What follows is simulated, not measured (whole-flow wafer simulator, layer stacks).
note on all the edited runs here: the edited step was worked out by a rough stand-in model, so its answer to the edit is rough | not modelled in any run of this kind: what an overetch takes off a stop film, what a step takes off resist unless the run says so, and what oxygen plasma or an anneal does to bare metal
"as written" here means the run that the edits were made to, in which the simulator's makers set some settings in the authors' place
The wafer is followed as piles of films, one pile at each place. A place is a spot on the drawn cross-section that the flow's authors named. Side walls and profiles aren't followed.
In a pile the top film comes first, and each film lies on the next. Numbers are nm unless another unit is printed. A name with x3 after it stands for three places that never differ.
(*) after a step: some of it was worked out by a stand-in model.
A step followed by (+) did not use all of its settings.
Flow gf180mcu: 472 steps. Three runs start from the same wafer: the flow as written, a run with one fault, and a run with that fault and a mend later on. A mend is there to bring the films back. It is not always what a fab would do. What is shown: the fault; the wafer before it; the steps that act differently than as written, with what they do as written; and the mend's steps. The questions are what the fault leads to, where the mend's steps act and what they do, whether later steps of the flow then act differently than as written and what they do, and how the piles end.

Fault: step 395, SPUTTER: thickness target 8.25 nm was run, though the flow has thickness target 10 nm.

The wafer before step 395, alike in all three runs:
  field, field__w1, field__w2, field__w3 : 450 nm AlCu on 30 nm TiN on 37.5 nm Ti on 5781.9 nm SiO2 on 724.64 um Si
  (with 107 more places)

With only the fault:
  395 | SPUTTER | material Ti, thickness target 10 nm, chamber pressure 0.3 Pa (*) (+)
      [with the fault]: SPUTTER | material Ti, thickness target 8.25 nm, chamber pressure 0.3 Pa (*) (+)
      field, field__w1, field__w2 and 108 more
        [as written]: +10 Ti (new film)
        [with the fault]: +8.25 Ti (new film)
  Later steps of the flow acting differently than as written (not shown: 2 more steps that differ only slightly, by at most 2% or 0.5 nm, whichever is larger):
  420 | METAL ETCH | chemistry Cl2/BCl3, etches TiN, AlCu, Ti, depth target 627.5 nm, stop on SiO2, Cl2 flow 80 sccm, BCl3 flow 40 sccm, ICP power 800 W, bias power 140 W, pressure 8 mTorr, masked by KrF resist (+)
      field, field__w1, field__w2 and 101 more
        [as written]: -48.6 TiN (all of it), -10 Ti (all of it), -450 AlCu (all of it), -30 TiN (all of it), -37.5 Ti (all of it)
        [with the fault]: -48.6 TiN (all of it), -8.25 Ti (all of it), -450 AlCu (all of it), -30 TiN (all of it), -37.5 Ti (all of it)
  At field__w4, field__w8, contact, m1, m1__w1, mim, mim_1p0, m1_nw, the piles at the end differ from the flow's by more than 2% or 0.5 nm, whichever is larger.
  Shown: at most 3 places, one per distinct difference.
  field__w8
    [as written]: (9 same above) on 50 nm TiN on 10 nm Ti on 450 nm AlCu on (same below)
    [with the fault]: (9 same above) on 50 nm TiN on 8.25 nm Ti on 450 nm AlCu on (same below)
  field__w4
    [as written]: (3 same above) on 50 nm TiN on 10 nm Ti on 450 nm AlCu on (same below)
    [with the fault]: (3 same above) on 50 nm TiN on 8.25 nm Ti on 450 nm AlCu on (same below)
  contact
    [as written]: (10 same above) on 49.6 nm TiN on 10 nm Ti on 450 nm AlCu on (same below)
    [with the fault]: (10 same above) on 49.6 nm TiN on 8.25 nm Ti on 450 nm AlCu on (same below)

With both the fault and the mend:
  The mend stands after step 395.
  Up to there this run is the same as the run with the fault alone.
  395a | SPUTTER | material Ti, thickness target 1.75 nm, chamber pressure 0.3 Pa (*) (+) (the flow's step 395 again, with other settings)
      field, field__w1, field__w2 and 108 more
        +1.75 Ti
  Later steps of the flow that are run all act as written at every place that is followed.
  At every place that both follow, the piles at the end match the flow's.
